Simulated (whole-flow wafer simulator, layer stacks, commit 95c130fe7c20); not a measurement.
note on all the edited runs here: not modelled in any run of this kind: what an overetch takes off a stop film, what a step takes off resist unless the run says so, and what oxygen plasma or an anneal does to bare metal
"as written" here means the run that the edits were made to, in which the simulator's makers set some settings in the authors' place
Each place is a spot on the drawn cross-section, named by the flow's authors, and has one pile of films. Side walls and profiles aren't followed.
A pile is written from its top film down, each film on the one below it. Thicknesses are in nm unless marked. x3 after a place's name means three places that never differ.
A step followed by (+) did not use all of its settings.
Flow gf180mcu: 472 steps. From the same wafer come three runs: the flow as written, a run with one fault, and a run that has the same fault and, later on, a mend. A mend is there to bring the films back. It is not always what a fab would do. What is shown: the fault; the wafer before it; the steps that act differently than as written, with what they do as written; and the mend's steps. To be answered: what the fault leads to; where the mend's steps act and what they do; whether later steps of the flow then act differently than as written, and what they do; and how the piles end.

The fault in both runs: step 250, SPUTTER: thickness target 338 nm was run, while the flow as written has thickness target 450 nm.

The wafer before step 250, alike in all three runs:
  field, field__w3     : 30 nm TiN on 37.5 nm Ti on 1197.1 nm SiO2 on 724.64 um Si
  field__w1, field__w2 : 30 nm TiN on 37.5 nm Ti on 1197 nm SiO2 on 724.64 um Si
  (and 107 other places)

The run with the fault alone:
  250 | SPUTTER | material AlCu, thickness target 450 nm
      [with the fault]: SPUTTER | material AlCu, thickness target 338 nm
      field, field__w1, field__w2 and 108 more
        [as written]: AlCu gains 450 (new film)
        [with the fault]: AlCu gains 338 (new film)
  Later steps of the flow acting differently than as written:
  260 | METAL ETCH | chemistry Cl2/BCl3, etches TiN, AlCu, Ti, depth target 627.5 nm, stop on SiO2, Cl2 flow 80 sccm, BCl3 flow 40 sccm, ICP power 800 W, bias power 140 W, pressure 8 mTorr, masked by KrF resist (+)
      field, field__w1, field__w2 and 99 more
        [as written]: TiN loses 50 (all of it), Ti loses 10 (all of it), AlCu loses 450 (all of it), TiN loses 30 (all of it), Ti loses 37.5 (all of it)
        [with the fault]: TiN loses 50 (all of it), Ti loses 10 (all of it), AlCu loses 338 (all of it), TiN loses 30 (all of it), Ti loses 37.5 (all of it)
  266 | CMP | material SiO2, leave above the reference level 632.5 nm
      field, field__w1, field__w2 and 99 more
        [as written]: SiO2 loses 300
        [with the fault]: SiO2 loses 412
  The piles end different from the flow's at field__w8, contact, m1 and 6 more by more than 2% or 0.5 nm, whichever is larger.
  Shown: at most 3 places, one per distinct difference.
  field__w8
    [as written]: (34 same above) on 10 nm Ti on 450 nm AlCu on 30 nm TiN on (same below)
    [with the fault]: (34 same above) on 10 nm Ti on 338 nm AlCu on 30 nm TiN on (same below)
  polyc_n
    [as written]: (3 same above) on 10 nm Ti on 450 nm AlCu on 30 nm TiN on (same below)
    [with the fault]: (3 same above) on 10 nm Ti on 338 nm AlCu on 30 nm TiN on (same below)
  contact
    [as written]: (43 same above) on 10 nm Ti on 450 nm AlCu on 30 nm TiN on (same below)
    [with the fault]: (43 same above) on 10 nm Ti on 338 nm AlCu on 30 nm TiN on (same below)

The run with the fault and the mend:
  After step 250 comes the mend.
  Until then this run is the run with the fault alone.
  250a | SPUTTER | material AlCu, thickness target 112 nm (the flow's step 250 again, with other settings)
      field, field__w1, field__w2 and 108 more
        AlCu gains 112
  None of the later steps of the flow acts differently than as written at any place that is followed.
  The piles end the same as the flow's at every place that both follow.
